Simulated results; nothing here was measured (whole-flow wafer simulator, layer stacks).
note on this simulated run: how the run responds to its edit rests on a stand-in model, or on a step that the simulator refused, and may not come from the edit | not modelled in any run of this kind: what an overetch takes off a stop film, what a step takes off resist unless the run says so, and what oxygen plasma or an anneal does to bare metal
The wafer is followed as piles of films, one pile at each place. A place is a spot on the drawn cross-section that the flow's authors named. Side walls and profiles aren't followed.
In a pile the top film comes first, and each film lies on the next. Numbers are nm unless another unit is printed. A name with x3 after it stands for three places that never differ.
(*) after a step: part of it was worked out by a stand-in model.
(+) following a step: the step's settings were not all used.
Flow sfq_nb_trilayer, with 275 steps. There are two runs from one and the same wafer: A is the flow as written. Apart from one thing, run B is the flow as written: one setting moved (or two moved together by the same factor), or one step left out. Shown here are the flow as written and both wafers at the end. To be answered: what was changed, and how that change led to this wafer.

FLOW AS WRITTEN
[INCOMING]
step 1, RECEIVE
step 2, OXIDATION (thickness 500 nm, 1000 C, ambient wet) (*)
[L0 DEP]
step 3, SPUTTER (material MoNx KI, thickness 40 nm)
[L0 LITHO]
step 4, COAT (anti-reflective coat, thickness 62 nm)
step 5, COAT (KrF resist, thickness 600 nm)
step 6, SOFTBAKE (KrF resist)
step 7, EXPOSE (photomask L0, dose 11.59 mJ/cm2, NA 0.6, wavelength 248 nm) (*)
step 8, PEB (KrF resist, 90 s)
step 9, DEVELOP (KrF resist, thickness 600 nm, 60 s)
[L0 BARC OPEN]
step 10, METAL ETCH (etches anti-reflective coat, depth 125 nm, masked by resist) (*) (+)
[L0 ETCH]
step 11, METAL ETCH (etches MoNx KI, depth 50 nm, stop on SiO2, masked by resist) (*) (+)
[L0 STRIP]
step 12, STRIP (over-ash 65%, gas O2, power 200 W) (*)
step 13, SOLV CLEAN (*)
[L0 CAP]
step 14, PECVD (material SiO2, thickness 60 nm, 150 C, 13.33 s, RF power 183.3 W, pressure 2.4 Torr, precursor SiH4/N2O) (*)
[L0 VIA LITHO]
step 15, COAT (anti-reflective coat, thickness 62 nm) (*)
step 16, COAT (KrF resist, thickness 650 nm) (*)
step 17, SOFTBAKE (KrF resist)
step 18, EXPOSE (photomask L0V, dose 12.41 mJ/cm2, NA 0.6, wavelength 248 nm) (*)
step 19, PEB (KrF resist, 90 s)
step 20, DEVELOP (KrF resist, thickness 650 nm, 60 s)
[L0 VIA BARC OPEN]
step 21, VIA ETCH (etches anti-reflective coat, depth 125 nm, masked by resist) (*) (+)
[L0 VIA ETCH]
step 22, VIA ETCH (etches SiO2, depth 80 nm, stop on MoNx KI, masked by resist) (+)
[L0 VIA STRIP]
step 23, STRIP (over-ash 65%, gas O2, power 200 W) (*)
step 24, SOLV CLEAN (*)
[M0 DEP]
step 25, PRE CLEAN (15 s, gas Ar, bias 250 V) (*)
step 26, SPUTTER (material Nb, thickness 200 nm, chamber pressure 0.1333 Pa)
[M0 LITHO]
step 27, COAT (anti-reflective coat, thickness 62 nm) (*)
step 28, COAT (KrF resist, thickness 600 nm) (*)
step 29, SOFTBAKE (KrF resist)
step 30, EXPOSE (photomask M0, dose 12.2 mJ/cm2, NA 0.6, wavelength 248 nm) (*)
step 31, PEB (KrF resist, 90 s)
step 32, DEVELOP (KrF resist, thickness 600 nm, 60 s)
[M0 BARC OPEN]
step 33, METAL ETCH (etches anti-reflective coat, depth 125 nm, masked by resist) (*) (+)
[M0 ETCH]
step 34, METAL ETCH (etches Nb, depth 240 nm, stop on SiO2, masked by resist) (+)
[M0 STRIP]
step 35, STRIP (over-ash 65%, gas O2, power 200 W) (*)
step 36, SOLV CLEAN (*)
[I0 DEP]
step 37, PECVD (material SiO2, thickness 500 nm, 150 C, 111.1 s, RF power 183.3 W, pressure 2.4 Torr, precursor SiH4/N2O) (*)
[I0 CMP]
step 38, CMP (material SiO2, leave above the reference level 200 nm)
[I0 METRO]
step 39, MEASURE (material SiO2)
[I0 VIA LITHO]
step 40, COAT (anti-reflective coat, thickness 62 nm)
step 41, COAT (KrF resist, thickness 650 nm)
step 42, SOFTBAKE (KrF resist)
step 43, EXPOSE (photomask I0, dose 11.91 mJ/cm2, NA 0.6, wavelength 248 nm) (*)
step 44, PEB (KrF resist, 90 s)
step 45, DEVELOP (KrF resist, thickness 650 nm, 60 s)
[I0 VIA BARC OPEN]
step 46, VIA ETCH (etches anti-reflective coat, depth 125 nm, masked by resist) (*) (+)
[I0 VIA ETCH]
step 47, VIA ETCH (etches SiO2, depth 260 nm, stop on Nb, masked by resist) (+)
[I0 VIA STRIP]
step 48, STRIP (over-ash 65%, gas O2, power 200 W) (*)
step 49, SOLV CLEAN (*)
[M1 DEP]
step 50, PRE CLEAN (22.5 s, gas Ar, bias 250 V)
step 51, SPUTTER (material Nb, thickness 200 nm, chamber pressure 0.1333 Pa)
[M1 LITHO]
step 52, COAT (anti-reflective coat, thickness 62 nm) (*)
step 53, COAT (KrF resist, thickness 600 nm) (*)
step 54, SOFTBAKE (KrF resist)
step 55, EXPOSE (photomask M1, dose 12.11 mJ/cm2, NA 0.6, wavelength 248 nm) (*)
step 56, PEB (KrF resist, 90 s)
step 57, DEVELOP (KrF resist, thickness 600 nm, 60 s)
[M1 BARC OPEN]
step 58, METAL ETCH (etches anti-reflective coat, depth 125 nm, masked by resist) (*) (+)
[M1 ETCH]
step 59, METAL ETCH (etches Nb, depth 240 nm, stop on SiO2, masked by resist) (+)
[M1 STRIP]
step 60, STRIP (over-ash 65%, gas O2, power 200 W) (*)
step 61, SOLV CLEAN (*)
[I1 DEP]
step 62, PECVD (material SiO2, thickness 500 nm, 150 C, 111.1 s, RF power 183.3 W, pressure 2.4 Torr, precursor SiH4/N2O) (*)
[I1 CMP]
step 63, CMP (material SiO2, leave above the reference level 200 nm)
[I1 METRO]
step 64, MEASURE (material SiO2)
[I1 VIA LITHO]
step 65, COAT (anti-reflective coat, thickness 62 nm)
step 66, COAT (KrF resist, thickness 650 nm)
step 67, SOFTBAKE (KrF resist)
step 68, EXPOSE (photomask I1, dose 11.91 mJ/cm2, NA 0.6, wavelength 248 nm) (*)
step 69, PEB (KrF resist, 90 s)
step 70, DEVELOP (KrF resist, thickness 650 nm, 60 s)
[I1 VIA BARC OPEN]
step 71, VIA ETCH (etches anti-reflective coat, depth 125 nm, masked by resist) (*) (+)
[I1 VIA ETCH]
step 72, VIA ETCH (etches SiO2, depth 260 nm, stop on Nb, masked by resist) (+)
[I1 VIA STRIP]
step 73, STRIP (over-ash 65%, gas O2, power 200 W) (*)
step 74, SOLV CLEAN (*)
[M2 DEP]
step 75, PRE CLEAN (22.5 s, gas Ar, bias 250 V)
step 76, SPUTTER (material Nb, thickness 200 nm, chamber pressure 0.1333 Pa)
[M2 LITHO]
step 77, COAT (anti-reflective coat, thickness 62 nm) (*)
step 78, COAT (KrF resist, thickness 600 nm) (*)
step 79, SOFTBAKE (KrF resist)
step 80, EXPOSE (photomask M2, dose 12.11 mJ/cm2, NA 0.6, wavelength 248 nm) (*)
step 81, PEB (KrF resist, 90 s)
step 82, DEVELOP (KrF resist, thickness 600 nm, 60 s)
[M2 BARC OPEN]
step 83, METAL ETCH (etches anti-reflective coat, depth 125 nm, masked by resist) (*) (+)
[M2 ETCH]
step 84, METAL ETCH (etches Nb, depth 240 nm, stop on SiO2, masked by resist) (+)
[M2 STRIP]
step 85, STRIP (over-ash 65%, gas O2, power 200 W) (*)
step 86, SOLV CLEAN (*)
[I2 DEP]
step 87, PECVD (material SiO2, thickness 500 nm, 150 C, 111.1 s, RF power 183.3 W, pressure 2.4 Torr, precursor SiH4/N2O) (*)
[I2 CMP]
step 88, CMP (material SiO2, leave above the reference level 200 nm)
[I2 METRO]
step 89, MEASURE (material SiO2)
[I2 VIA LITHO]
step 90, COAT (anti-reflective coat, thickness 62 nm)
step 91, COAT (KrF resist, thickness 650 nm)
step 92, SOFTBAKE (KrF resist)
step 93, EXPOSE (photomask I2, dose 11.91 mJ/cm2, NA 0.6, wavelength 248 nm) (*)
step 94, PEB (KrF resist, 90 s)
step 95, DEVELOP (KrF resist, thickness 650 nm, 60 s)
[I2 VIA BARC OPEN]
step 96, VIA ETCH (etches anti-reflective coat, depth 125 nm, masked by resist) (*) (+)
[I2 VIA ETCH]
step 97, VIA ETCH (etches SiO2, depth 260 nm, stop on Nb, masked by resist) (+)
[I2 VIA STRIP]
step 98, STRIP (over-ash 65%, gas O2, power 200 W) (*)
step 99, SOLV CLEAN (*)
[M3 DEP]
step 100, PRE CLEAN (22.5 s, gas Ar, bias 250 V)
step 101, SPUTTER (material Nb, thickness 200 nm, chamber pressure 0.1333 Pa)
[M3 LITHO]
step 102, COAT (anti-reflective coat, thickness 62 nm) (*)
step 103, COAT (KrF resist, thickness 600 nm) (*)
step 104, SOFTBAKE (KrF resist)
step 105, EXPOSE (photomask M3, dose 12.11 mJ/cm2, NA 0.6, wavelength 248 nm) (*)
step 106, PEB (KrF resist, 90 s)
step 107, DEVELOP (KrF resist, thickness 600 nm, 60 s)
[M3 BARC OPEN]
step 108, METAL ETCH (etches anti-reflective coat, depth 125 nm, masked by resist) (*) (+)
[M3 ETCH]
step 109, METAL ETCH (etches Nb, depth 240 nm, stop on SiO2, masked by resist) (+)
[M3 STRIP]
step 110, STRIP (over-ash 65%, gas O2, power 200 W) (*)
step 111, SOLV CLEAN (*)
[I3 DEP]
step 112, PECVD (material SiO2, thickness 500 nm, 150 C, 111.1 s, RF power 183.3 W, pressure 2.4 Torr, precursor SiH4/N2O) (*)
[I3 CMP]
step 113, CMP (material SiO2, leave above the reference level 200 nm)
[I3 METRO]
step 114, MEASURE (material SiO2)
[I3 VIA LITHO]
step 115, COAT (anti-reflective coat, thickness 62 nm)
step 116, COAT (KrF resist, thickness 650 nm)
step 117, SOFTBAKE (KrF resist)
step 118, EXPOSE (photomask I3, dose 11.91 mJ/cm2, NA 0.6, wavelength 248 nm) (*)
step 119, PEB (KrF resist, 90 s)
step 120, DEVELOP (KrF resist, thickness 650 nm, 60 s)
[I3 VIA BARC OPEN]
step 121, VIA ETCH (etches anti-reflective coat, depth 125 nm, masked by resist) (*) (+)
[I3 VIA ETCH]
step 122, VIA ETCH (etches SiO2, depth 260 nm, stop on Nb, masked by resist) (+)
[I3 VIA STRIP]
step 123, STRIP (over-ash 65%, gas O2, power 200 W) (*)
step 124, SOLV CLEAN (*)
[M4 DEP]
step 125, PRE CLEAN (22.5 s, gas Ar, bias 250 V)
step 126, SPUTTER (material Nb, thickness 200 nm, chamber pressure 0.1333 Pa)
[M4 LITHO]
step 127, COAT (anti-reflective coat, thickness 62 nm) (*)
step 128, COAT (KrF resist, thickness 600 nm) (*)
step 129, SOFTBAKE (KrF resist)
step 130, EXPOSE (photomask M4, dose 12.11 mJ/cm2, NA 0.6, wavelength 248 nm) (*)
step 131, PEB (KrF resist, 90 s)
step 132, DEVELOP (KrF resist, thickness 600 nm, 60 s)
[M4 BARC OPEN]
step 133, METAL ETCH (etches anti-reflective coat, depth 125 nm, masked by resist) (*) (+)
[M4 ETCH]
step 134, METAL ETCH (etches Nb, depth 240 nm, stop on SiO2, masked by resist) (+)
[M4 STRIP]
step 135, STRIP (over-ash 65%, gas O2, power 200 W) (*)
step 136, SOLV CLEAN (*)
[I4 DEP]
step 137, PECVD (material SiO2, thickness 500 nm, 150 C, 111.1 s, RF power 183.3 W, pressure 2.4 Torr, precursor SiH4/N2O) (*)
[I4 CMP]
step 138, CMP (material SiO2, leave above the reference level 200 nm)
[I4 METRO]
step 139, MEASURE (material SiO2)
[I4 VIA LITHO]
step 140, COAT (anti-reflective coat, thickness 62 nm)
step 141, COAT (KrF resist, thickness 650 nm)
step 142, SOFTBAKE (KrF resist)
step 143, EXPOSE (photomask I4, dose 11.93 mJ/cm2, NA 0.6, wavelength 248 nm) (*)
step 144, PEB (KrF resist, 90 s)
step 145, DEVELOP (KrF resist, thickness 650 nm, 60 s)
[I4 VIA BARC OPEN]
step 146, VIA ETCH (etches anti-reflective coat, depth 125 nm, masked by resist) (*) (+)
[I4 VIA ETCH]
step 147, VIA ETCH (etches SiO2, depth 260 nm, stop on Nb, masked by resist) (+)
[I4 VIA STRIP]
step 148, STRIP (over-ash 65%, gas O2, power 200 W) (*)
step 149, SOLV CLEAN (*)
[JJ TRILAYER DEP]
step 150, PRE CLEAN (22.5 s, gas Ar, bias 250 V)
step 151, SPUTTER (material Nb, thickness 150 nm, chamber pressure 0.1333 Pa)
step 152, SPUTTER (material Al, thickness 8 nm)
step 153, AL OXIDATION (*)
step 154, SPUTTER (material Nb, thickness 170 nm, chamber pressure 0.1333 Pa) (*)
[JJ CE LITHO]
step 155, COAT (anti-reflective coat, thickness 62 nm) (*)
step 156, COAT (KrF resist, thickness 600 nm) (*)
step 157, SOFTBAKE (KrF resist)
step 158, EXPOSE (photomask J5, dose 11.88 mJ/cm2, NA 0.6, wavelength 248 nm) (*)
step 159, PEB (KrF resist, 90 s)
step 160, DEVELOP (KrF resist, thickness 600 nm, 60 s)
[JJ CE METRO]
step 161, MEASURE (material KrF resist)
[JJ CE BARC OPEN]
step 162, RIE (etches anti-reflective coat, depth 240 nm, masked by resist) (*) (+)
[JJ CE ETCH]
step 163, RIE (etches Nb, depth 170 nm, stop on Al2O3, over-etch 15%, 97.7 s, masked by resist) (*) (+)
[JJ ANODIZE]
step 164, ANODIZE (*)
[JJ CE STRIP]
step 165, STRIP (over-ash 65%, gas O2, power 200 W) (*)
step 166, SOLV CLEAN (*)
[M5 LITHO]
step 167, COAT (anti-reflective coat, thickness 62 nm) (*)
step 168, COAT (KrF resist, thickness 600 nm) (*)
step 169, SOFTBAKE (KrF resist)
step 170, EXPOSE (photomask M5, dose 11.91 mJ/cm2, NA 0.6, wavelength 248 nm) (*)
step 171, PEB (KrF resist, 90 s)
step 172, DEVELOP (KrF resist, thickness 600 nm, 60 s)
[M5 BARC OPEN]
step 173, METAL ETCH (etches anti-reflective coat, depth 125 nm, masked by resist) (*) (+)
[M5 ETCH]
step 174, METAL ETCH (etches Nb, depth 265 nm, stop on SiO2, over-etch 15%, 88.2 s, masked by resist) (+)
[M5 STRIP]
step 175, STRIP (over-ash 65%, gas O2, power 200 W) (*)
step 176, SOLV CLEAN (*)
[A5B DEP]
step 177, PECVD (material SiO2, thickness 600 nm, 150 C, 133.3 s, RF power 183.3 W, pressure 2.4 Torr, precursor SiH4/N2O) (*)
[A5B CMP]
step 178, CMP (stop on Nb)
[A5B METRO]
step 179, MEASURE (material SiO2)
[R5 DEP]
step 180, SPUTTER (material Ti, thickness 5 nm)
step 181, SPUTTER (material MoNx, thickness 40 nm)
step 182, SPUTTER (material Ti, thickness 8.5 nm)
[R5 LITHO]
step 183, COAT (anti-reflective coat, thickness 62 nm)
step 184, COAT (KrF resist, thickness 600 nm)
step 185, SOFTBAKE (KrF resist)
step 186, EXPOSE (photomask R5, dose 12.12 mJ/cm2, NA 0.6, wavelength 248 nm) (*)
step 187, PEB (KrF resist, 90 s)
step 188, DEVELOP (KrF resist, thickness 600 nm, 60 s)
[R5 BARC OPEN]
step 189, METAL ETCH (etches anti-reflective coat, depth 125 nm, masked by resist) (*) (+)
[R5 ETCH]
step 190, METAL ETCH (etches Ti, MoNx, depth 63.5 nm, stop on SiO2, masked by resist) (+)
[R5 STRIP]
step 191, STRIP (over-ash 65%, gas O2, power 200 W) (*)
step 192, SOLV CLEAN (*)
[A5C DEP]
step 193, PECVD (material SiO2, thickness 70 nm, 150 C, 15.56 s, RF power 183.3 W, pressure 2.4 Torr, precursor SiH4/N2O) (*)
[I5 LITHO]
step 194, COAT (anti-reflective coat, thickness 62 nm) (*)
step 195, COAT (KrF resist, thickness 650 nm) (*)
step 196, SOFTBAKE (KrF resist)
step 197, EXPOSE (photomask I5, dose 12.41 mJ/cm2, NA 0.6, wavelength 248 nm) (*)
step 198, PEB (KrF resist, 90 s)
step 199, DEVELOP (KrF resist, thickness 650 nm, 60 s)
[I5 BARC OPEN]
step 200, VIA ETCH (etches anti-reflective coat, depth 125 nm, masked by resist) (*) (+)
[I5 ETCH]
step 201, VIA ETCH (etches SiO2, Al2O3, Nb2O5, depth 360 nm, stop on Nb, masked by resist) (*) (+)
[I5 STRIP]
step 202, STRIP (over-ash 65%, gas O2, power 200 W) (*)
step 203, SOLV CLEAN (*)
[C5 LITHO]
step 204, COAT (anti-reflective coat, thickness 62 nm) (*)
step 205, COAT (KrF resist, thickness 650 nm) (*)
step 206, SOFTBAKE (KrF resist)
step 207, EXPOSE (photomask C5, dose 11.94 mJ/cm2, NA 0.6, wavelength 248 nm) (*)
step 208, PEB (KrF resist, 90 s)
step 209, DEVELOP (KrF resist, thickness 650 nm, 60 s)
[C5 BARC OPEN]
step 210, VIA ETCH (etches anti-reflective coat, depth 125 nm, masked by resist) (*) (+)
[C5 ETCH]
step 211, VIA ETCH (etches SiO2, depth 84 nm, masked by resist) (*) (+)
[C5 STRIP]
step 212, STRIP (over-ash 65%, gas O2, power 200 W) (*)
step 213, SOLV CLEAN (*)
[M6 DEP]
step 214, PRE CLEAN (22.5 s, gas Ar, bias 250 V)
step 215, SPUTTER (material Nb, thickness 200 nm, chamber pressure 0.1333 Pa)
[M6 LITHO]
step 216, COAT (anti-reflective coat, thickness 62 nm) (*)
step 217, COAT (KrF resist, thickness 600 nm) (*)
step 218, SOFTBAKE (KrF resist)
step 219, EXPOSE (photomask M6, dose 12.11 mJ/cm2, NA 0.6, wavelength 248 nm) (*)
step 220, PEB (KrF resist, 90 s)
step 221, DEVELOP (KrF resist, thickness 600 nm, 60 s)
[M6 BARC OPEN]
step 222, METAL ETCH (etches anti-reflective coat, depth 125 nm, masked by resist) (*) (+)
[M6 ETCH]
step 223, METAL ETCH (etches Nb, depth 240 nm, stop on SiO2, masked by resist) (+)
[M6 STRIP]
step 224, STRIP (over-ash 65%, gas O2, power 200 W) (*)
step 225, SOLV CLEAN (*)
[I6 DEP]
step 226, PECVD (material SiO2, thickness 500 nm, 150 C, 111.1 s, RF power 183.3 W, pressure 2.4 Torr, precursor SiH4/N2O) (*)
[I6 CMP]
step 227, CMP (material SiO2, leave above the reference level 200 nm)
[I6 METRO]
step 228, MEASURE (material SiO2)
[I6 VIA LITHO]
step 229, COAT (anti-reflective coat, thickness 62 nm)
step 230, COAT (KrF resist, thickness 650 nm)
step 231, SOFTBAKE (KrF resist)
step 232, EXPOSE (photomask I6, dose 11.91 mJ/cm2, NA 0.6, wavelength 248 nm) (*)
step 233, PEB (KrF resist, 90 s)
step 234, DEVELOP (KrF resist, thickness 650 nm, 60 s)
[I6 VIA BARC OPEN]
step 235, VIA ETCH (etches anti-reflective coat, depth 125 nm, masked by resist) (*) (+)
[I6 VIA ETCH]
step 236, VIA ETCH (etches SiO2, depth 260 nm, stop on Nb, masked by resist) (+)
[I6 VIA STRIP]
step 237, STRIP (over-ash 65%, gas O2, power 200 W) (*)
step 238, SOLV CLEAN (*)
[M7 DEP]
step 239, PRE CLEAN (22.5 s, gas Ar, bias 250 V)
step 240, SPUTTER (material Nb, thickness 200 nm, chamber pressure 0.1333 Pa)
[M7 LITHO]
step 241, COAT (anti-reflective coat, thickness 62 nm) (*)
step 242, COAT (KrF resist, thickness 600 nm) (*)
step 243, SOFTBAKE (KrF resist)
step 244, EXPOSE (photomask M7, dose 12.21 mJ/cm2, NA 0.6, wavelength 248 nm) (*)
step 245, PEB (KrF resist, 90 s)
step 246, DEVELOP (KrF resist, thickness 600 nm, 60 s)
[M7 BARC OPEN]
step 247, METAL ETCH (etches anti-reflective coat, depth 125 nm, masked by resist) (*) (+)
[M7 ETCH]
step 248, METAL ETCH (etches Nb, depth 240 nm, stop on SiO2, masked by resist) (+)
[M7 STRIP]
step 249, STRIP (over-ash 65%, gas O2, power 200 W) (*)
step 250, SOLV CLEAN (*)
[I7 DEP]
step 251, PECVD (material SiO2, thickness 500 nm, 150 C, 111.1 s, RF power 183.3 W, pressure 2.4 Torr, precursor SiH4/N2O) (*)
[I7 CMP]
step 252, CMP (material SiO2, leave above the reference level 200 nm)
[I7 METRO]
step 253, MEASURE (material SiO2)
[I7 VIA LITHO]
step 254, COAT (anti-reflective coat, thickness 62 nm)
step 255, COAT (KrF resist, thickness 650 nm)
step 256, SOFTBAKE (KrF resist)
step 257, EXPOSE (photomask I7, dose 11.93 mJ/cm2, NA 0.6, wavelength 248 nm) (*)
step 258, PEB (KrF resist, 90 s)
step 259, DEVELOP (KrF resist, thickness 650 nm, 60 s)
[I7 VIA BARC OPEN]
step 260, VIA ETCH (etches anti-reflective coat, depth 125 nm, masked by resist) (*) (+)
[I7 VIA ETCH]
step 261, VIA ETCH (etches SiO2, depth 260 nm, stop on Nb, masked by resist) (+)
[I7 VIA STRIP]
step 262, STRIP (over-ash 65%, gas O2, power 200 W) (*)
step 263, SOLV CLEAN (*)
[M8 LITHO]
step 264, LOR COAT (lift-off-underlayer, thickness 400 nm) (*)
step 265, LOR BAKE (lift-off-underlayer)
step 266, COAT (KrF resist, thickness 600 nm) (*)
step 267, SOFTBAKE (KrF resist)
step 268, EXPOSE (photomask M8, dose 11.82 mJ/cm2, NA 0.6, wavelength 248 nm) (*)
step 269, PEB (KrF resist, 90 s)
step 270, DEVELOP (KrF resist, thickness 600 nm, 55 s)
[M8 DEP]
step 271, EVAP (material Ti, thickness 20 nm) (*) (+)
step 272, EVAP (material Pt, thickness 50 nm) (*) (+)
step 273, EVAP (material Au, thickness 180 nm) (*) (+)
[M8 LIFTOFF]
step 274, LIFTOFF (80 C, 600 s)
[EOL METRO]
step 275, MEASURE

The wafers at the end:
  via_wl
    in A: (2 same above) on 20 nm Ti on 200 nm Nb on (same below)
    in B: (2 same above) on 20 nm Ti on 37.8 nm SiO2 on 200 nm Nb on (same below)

Cause: step 261, VIA ETCH: depth 162 nm was run, whereas the flow has depth 260 nm.

Step by step, how the change led to this:
  step 261, VIA ETCH (etches SiO2, depth 260 nm, stop on Nb, masked by resist) (+)
      via_wl, via_w, via_wr: A -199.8 SiO2 (all of it) | B -162 SiO2
      field_l, v_sur, via_sp and 100 more: A -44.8 KrF resist | B -27.9 KrF resist
  step 262, STRIP (over-ash 65%, gas O2, power 200 W) (*)
      field_l, v_sur, via_sp and 100 more: A -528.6 KrF resist (all of it), -62 anti-reflective coat (all of it) | B -545.5 KrF resist (all of it), -62 anti-reflective coat (all of it)
  step 264, LOR COAT (lift-off-underlayer, thickness 400 nm) (*)
      via_wl, via_wr: A +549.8 lift-off-underlayer (new film) | B +521.4 lift-off-underlayer (new film)
      via_w: A +536.4 lift-off-underlayer (new film) | B +510.6 lift-off-underlayer (new film)
  step 270, DEVELOP (KrF resist, thickness 600 nm, 55 s)
      via_wl: A -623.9 KrF resist (all of it), -549.8 lift-off-underlayer (all of it) | B -619.1 KrF resist (all of it), -521.4 lift-off-underlayer (all of it)
      via_w: A -635.4 KrF resist (all of it), -536.4 lift-off-underlayer (all of it) | B -628.5 KrF resist (all of it), -510.6 lift-off-underlayer (all of it)
      (and at 1 other place as well)
If metal films that touch count as one body, via_wl has 8 bodies (between them, from the top down: SiO2 37.8; SiO2 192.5; SiO2 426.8 / Al2O3 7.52 / Nb2O5 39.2; SiO2 192.5; SiO2 192.5; SiO2 192.5; SiO2 192.5); the flow as written gives 7 bodies (between them, from the top down: SiO2 192.5; SiO2 426.8 / Al2O3 7.52 / Nb2O5 39.2; SiO2 192.5; SiO2 192.5; SiO2 192.5; SiO2 192.5).
